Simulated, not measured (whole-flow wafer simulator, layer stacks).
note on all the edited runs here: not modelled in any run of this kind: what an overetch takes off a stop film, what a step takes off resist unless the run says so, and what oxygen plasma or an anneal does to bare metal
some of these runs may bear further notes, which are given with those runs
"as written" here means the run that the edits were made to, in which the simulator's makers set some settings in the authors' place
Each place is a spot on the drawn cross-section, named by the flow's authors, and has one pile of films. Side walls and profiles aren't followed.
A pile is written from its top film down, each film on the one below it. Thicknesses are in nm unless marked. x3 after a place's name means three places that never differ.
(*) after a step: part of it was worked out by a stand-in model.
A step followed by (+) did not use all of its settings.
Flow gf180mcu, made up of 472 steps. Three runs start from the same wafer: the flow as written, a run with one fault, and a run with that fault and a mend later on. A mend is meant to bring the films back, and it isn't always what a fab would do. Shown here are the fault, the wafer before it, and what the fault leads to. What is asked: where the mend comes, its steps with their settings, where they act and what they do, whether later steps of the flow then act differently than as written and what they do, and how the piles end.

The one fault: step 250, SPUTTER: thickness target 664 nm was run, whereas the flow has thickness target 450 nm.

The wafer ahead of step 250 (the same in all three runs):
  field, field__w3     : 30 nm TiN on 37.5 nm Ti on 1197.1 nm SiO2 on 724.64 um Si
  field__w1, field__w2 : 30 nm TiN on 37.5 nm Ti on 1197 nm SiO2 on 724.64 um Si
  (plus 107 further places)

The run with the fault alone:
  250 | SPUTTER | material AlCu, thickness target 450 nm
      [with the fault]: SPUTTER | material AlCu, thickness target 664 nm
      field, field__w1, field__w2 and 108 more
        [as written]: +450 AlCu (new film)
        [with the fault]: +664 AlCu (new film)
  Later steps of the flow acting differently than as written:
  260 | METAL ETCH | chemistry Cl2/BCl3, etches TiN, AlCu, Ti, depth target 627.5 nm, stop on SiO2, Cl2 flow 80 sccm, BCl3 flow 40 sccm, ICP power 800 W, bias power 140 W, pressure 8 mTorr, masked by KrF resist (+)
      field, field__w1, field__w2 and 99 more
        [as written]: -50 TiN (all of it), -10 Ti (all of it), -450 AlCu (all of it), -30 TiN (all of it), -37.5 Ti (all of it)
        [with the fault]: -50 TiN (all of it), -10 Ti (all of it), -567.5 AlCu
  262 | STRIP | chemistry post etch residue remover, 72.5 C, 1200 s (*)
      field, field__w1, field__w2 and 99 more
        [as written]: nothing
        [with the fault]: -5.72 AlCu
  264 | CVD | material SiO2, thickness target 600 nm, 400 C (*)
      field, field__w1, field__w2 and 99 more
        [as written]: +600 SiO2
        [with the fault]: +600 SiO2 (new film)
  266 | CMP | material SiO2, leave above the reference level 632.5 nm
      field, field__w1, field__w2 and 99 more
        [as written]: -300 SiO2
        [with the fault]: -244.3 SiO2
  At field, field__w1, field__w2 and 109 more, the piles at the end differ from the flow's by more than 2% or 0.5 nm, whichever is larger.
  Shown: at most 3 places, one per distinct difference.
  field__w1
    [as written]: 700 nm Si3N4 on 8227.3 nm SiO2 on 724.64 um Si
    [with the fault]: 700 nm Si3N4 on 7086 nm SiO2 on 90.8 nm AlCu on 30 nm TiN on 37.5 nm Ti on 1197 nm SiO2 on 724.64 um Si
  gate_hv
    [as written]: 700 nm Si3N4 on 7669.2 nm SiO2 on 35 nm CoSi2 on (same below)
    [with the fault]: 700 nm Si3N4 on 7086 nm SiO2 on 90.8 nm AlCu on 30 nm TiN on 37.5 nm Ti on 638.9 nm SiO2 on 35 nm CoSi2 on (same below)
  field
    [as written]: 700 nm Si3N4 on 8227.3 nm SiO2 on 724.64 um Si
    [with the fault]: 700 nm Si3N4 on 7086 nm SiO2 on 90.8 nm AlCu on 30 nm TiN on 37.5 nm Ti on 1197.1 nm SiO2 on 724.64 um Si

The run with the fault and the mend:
  After step 250 comes the mend.
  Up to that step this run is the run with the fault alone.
  250a | METAL ETCH | chemistry Cl2/BCl3, etches TiN, AlCu, Ti, depth target 214 nm, Cl2 flow 80 sccm, BCl3 flow 40 sccm, ICP power 800 W, bias power 140 W, pressure 8 mTorr
      field, field__w1, field__w2 and 108 more
        -214 AlCu
  Every later step of the flow that is run acts as written at every place that is followed.
  At every place that both follow, the piles at the end match the flow's.
